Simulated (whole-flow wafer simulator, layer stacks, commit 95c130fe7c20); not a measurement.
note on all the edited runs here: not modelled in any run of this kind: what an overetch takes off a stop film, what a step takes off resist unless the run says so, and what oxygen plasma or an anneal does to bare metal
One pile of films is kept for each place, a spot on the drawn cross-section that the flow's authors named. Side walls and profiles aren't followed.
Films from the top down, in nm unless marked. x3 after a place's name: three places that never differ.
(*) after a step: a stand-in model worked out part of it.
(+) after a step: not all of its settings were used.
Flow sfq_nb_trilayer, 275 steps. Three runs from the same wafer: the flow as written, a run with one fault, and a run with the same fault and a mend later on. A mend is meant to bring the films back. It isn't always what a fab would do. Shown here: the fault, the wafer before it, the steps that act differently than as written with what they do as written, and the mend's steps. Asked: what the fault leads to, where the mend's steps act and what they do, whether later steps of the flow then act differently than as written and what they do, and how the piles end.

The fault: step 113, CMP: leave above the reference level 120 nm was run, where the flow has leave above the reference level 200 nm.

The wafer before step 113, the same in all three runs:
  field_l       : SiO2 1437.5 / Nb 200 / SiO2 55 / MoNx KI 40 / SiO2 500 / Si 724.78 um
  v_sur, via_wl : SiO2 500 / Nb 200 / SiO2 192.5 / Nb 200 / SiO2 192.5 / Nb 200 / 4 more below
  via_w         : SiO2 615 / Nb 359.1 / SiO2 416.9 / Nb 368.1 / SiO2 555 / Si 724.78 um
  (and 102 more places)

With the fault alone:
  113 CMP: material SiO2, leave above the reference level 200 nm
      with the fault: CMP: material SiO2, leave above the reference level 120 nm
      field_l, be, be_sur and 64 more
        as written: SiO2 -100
        with the fault: SiO2 -180
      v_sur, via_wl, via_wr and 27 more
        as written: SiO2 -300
        with the fault: SiO2 -380
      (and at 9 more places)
  Later steps of the flow that act differently than as written (3 more steps differ only slightly, by at most 2% or 0.5 nm, whichever is larger, and aren't shown):
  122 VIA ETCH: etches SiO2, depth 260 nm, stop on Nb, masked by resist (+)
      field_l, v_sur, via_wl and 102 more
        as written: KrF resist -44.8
        with the fault: KrF resist -31
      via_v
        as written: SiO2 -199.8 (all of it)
        with the fault: SiO2 -119.8 (all of it)
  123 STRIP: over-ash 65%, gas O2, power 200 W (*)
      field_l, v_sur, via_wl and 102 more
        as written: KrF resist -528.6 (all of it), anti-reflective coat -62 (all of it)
        with the fault: KrF resist -542.4 (all of it), anti-reflective coat -62 (all of it)
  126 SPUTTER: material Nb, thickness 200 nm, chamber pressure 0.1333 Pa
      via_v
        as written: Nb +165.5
        with the fault: Nb +183.3
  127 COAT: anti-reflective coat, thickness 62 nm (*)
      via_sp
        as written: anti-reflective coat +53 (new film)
        with the fault: anti-reflective coat +54.8 (new film)
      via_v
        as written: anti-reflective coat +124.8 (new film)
        with the fault: anti-reflective coat +106.3 (new film)
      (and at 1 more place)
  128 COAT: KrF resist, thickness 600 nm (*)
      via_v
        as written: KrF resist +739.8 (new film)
        with the fault: KrF resist +673.7 (new film)
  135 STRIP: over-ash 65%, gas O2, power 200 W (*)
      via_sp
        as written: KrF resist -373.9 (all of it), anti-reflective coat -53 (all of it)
        with the fault: KrF resist -379.2 (all of it), anti-reflective coat -54.8 (all of it)
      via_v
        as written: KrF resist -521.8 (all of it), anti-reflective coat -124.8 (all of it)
        with the fault: KrF resist -455.9 (all of it), anti-reflective coat -106.3 (all of it)
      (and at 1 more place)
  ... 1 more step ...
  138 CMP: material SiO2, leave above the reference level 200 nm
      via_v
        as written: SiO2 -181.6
        with the fault: SiO2 -164.3
  At the end the piles differ from the flow's by more than 2% or 0.5 nm, whichever is larger, at field_l, v_sur, via_wl and 103 more.
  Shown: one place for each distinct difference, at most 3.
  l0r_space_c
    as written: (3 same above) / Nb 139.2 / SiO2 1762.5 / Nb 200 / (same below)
    with the fault: (3 same above) / Nb 139.2 / SiO2 1682.5 / Nb 200 / (same below)
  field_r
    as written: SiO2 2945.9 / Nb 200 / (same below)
    with the fault: SiO2 2865.9 / Nb 200 / (same below)
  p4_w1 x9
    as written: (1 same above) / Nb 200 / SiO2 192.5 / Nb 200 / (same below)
    with the fault: (1 same above) / Nb 200 / SiO2 112.5 / Nb 200 / (same below)

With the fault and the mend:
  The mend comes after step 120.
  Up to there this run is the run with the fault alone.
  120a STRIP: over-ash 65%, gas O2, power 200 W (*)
      field_l, v_sur, via_wl and 102 more
        KrF resist -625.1 (all of it), anti-reflective coat -62 (all of it)
      via_v
        anti-reflective coat -62 (all of it)
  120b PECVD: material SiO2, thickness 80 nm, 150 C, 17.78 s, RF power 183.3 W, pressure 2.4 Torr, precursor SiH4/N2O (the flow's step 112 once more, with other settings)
      field_l, v_sur, via_wl and 103 more
        SiO2 +80
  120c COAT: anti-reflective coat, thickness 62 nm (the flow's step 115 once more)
      field_l, v_sur, via_wl and 103 more
        anti-reflective coat +62 (new film)
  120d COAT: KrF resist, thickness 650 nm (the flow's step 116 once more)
      field_l, v_sur, via_wl and 103 more
        KrF resist +650 (new film)
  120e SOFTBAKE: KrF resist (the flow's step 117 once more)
      changes no film at any place that is followed
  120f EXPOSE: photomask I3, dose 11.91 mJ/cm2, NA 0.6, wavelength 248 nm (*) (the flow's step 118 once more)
      changes no film at any place that is followed
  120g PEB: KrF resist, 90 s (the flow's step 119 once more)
      field_l, v_sur, via_wl and 103 more
        KrF resist -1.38
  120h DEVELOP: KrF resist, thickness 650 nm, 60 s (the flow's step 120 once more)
      field_l, v_sur, via_wl and 102 more
        KrF resist -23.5
      via_v
        KrF resist -648.6 (all of it)
  No later step of the flow acts differently than as written at any place that is followed.
  At the end the piles are the same as the flow's at every place that both follow.
